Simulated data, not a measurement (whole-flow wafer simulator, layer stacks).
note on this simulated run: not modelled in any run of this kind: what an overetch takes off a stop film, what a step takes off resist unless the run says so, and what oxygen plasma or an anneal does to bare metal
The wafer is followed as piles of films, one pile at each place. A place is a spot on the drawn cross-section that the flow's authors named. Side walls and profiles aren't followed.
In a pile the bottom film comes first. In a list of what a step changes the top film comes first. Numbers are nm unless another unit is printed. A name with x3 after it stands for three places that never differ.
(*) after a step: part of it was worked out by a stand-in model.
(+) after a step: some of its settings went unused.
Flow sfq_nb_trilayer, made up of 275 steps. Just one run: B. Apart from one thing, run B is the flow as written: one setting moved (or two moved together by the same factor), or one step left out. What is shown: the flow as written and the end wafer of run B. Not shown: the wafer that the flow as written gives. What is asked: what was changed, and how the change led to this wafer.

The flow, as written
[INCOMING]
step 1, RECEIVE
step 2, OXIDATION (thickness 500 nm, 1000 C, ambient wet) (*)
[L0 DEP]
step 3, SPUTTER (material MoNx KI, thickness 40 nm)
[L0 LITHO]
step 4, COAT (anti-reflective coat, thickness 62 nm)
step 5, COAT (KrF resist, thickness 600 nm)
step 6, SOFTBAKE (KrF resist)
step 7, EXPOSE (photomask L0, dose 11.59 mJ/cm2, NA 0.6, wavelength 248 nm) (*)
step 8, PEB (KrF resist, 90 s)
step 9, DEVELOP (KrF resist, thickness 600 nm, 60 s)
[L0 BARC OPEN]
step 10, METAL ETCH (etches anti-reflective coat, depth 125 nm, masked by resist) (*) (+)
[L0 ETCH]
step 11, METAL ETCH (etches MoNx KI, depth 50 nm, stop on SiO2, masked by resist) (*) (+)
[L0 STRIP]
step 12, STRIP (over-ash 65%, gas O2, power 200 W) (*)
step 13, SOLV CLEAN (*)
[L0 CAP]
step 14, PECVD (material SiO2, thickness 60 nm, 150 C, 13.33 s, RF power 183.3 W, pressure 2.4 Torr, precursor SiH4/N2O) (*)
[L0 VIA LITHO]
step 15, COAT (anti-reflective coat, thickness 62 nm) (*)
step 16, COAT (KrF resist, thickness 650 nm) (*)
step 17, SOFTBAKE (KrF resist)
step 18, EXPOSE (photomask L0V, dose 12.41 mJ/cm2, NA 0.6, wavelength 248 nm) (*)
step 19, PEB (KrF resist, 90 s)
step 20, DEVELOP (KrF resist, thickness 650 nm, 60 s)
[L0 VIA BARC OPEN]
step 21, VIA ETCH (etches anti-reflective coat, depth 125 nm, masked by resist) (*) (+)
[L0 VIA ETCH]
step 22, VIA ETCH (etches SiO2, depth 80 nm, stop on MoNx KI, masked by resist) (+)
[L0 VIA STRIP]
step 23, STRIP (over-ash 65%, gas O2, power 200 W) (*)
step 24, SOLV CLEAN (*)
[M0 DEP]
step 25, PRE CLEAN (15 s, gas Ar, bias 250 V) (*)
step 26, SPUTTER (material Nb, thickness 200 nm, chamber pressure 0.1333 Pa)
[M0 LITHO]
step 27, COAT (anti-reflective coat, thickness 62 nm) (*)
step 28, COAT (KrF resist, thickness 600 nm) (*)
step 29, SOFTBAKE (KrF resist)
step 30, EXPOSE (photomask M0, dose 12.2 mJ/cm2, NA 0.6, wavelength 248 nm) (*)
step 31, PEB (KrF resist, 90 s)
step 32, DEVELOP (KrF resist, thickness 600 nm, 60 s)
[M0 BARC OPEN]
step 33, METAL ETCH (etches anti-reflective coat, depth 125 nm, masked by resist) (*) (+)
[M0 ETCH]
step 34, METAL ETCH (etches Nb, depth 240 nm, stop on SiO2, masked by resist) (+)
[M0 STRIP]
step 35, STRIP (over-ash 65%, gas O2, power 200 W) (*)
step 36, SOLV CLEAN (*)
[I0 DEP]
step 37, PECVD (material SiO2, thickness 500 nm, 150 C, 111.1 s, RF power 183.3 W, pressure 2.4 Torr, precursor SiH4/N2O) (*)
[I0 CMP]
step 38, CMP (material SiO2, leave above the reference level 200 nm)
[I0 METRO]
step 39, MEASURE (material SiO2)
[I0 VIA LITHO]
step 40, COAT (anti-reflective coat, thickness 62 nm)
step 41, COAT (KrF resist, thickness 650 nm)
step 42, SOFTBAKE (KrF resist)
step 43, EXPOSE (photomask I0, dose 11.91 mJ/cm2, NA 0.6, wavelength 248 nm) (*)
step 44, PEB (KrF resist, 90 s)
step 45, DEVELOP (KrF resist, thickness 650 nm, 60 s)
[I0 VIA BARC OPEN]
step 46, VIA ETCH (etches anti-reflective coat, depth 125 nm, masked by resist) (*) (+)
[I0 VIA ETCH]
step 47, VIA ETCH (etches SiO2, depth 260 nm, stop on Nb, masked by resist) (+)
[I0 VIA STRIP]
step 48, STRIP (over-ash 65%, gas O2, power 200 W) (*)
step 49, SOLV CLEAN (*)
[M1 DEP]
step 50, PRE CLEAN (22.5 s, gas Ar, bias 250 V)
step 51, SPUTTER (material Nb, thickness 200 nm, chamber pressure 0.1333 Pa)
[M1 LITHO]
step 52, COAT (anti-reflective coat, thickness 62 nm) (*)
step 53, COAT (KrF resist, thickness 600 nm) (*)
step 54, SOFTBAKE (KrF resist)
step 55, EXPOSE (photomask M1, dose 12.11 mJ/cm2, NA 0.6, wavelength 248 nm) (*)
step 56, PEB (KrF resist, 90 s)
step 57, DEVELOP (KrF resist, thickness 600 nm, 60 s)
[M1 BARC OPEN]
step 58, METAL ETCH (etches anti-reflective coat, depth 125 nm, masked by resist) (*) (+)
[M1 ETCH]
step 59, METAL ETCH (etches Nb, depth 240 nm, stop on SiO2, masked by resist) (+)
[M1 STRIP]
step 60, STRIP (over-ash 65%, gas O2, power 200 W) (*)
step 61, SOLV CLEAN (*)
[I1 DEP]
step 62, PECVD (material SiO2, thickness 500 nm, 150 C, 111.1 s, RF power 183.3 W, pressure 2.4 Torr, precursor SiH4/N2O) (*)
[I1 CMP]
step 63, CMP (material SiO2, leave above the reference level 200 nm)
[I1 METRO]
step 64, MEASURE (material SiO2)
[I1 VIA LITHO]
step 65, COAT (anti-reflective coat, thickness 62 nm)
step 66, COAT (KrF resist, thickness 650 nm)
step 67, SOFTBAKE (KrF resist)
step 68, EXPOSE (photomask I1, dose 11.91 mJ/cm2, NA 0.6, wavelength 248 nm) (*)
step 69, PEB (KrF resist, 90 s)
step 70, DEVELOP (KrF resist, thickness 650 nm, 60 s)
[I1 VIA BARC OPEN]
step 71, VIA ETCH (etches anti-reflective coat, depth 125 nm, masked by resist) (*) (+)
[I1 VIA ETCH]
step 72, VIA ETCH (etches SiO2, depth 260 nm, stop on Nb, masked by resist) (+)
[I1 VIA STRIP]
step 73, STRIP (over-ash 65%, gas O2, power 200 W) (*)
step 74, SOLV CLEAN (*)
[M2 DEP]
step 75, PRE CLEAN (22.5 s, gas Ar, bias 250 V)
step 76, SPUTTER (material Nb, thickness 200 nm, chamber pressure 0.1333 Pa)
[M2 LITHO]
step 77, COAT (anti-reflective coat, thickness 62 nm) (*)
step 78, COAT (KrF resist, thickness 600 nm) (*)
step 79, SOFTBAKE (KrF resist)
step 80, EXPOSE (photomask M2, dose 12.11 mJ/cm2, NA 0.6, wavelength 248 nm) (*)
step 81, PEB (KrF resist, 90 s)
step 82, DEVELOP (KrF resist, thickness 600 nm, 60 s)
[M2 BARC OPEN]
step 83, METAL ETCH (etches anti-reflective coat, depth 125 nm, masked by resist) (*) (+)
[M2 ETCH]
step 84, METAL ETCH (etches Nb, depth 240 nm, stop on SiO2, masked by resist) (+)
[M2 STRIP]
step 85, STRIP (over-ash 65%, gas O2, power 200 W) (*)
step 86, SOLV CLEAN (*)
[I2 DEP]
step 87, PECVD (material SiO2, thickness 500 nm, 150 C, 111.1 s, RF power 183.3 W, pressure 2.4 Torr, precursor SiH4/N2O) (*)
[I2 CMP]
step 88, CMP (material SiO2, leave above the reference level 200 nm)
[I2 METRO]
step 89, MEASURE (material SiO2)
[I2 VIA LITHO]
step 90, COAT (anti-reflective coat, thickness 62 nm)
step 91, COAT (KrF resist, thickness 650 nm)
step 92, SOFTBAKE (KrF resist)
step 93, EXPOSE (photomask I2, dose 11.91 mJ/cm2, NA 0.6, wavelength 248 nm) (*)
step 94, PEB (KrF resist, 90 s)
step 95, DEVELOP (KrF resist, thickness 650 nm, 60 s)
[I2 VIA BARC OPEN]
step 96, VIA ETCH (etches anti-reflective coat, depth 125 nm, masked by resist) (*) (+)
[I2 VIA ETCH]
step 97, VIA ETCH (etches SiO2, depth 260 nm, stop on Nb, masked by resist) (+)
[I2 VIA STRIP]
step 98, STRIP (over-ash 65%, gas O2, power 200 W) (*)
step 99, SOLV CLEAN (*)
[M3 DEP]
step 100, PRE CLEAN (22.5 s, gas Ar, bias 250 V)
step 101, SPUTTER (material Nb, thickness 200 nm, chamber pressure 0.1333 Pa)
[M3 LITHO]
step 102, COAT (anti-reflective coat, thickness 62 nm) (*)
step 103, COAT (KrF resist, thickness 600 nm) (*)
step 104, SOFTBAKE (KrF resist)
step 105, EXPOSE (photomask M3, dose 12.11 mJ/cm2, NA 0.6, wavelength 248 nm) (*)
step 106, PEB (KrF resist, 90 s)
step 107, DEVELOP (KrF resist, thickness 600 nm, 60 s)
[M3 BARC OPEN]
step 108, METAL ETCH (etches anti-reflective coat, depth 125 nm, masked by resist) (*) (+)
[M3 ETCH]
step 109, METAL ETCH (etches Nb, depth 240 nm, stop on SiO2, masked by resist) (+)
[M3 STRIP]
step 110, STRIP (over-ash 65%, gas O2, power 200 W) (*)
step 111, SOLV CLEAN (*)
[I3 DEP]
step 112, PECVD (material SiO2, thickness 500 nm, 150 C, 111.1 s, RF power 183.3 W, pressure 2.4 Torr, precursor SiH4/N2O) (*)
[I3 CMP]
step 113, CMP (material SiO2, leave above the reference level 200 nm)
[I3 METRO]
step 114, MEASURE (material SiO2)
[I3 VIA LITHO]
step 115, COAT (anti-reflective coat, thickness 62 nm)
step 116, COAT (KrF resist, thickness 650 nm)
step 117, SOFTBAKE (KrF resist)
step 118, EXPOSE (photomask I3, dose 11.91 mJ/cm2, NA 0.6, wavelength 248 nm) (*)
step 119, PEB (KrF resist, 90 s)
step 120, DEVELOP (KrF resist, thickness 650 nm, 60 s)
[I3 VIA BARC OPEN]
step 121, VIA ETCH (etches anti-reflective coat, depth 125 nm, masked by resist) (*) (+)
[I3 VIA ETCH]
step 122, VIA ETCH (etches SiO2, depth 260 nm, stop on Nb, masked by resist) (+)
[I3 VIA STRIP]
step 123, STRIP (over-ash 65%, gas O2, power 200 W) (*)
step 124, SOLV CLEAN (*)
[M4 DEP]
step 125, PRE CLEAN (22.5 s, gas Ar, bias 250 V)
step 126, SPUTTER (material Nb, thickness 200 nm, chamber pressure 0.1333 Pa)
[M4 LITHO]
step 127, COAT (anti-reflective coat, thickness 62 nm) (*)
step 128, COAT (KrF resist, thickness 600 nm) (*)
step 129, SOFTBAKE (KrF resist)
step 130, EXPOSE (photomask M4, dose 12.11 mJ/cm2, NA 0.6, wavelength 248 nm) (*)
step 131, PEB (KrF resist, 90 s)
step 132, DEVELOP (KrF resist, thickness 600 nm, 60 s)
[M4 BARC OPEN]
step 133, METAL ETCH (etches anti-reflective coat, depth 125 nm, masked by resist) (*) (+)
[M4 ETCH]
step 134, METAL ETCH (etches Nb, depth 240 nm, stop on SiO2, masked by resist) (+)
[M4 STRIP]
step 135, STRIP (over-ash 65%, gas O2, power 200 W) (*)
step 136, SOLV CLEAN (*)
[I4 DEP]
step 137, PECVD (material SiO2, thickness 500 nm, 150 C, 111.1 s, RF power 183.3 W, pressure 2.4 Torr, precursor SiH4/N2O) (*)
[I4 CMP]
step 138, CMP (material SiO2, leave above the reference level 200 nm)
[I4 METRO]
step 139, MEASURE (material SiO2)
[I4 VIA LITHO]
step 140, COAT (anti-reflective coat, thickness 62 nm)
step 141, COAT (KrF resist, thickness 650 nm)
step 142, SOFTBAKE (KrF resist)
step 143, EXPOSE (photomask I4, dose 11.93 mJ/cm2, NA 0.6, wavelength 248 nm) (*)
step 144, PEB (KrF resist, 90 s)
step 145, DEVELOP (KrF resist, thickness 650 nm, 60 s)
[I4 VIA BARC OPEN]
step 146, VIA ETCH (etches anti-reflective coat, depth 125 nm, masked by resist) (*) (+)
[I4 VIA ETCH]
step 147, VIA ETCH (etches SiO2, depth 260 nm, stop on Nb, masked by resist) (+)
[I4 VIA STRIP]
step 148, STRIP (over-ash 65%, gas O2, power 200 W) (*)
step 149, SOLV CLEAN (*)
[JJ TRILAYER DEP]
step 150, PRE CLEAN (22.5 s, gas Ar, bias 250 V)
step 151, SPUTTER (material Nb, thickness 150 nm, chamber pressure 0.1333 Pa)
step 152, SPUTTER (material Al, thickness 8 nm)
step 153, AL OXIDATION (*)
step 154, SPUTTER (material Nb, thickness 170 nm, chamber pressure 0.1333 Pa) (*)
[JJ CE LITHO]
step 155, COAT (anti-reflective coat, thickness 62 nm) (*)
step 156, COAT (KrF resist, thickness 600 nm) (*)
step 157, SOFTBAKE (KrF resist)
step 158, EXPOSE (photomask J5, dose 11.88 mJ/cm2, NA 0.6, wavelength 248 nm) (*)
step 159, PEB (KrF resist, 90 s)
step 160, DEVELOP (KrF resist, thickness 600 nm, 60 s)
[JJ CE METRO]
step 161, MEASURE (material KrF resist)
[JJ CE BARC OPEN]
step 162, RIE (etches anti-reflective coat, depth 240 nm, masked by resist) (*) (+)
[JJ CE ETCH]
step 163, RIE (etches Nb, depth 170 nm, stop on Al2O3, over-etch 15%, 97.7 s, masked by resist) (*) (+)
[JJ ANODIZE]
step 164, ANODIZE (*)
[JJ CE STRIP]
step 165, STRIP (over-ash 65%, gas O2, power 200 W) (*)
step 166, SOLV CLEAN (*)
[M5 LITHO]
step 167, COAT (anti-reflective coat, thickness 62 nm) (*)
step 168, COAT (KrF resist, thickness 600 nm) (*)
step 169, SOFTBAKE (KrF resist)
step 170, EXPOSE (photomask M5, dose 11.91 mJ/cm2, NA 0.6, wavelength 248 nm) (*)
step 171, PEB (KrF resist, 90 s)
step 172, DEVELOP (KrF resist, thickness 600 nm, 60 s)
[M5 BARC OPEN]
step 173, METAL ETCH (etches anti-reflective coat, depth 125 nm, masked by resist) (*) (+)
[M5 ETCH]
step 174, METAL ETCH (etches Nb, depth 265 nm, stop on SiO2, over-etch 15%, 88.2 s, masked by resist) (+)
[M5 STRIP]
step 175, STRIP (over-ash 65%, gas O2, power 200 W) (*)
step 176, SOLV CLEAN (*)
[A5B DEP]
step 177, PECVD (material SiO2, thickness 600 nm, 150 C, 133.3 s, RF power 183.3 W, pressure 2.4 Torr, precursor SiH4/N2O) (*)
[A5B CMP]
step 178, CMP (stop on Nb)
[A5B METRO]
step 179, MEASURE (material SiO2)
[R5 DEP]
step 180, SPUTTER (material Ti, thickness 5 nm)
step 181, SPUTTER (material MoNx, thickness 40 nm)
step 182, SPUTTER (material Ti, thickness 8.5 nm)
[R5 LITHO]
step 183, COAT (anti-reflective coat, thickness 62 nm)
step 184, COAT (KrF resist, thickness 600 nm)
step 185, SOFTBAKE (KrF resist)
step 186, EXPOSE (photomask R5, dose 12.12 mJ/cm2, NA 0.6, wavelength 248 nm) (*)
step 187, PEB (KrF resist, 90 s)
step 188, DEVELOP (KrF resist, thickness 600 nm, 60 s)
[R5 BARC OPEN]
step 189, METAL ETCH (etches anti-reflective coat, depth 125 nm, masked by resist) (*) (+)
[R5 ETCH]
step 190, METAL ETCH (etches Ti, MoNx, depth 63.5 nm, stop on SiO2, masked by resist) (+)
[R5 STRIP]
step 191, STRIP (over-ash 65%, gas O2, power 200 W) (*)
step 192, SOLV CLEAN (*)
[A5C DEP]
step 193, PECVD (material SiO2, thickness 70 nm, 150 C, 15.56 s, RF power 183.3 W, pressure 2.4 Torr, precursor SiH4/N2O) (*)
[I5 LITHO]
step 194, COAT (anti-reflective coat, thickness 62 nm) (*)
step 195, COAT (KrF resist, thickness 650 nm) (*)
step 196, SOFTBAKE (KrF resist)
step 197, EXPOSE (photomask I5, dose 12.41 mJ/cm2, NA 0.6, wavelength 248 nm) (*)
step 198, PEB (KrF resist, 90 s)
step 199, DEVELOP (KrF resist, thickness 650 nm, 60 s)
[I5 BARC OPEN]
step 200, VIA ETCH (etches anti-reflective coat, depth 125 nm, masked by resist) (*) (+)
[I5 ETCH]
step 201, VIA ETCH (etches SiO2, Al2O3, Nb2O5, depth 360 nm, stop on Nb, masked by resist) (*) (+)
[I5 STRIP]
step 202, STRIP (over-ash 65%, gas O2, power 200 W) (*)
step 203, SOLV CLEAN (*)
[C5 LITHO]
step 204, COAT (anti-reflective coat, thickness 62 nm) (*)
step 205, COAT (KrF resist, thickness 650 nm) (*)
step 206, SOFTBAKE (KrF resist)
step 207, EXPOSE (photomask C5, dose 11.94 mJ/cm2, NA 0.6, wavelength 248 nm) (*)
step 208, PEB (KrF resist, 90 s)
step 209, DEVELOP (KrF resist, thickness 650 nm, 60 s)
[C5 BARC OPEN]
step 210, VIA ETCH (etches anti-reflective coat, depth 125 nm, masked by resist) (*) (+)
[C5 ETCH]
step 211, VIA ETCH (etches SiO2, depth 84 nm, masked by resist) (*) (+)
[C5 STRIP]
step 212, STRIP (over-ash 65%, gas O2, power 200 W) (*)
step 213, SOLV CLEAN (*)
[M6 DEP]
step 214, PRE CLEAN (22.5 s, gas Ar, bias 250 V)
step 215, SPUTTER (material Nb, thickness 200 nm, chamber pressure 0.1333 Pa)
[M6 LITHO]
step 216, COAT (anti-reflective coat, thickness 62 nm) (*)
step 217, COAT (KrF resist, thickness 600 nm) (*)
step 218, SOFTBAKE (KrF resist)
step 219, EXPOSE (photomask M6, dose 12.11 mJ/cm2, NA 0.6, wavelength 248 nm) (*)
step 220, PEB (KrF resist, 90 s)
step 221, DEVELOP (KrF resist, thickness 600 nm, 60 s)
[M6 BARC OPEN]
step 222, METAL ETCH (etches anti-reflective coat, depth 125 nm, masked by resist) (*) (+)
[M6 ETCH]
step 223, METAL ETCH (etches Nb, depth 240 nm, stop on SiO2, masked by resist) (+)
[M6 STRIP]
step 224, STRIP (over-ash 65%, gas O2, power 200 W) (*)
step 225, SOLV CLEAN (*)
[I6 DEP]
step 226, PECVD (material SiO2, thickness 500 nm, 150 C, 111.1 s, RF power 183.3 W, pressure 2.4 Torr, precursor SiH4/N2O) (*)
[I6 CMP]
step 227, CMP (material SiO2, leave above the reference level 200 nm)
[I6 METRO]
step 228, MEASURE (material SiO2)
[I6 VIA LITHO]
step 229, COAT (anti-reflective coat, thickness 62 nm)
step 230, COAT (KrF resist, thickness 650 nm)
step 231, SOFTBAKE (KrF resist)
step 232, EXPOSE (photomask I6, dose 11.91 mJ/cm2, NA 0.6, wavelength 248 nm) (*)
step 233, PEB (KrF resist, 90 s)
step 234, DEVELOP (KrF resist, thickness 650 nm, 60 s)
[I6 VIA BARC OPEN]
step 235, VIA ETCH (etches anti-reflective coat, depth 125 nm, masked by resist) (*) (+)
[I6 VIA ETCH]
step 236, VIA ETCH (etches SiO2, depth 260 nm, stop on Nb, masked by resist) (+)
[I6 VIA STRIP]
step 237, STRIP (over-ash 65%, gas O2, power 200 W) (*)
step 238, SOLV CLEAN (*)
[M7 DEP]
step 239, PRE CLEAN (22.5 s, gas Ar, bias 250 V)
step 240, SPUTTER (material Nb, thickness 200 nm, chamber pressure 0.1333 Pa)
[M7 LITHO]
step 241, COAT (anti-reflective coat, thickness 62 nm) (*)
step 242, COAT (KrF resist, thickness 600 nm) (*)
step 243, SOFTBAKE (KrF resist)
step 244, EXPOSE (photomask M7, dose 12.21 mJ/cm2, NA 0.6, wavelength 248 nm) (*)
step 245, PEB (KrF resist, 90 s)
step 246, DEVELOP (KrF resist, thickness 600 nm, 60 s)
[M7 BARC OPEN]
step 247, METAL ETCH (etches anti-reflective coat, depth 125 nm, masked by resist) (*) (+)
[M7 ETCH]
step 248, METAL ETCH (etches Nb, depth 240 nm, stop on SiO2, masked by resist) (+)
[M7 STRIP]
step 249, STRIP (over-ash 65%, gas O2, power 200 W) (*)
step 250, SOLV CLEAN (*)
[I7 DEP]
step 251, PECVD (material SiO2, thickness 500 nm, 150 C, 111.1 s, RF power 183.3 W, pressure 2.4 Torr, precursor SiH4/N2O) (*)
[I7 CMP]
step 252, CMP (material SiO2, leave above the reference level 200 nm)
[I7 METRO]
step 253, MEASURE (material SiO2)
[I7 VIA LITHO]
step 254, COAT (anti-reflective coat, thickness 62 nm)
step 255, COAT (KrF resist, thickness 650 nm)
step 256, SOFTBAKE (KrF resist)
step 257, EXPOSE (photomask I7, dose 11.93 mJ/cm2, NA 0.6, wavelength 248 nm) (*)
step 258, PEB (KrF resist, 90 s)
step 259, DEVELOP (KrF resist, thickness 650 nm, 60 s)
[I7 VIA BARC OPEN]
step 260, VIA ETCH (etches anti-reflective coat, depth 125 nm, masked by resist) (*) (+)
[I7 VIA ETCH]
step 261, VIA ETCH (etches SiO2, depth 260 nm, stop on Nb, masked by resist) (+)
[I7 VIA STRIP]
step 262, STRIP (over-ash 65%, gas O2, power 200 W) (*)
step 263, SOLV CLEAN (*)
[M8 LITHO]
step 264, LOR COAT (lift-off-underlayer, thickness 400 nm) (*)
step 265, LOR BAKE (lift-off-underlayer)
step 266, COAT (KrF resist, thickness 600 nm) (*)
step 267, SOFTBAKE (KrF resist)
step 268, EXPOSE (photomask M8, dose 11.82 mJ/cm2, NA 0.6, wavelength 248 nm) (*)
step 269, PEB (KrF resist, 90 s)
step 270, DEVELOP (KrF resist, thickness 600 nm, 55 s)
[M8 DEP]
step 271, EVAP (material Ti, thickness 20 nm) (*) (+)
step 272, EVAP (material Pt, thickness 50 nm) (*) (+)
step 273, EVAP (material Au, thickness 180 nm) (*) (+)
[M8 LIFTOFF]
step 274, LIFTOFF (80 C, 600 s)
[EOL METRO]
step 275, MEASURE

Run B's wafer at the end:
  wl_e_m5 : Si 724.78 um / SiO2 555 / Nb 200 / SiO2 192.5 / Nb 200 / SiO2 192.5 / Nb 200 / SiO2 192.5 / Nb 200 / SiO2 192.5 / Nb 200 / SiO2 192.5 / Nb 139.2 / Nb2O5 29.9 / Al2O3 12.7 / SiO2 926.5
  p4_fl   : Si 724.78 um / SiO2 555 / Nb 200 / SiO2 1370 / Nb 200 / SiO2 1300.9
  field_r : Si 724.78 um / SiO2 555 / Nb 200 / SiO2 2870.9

What caused this: step 215, SPUTTER: thickness 125 nm was run, whereas the flow has thickness 200 nm.

Step by step, how the change led to this:
  step 215, SPUTTER (material Nb, thickness 200 nm, chamber pressure 0.1333 Pa)
      field_l, v_sur, via_wl and 100 more: Nb gains 125 (new film) (in the flow as written it would be: Nb gains 200 (new film))
      be: Nb gains 92.5 (in the flow as written it would be: Nb gains 147.3)
      (and at 2 other places as well)
  step 216, COAT (anti-reflective coat, thickness 62 nm) (*)
      be: anti-reflective coat gains 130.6 (new film) (in the flow as written it would be: anti-reflective coat gains 136.7 (new film))
      c5j: anti-reflective coat gains 108.2 (new film) (in the flow as written it would be: anti-reflective coat gains 110.7 (new film))
  step 223, METAL ETCH (etches Nb, depth 240 nm, stop on SiO2, masked by resist) (+)
      field_l, gap, moat and 76 more: Nb loses 125 (all of it) (in the flow as written it would be: Nb loses 200 (all of it))
      v_sur, via_wl, via_w and 24 more: KrF resist loses 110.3 (in the flow as written it would be: KrF resist loses 141.2)
  step 224, STRIP (over-ash 65%, gas O2, power 200 W) (*)
      wl_j_sl, wl_j_sr: KrF resist loses 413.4 (all of it), anti-reflective coat loses 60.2 (all of it) (in the flow as written it would be: KrF resist loses 382.5 (all of it), anti-reflective coat loses 60.2 (all of it))
      m6r_line_l, m6r_line_r: KrF resist loses 413.3 (all of it), anti-reflective coat loses 62 (all of it) (in the flow as written it would be: KrF resist loses 382.4 (all of it), anti-reflective coat loses 62 (all of it))
      (and at 23 other places as well)
  step 226, PECVD (material SiO2, thickness 500 nm, 150 C, 111.1 s, RF power 183.3 W, pressure 2.4 Torr, precursor SiH4/N2O) (*)
      gap, wl_a_sl, m6r_space_l, m6r_space_r: SiO2 gains 500 (in the flow as written it would be: SiO2 gains 557.1)
      be: SiO2 gains 665.2 (new film) (in the flow as written it would be: SiO2 gains 693.5 (new film))
  step 227, CMP (material SiO2, leave above the reference level 200 nm)
      field_l, p4_fl, p4_fm and 59 more: SiO2 loses 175 (in the flow as written it would be: SiO2 loses 100)
      moat, field_r, lsp_l, ln_m5, lsp_m: SiO2 loses 175 (in the flow as written it would be: SiO2 loses 93.6)
      (and at 13 other places as well)
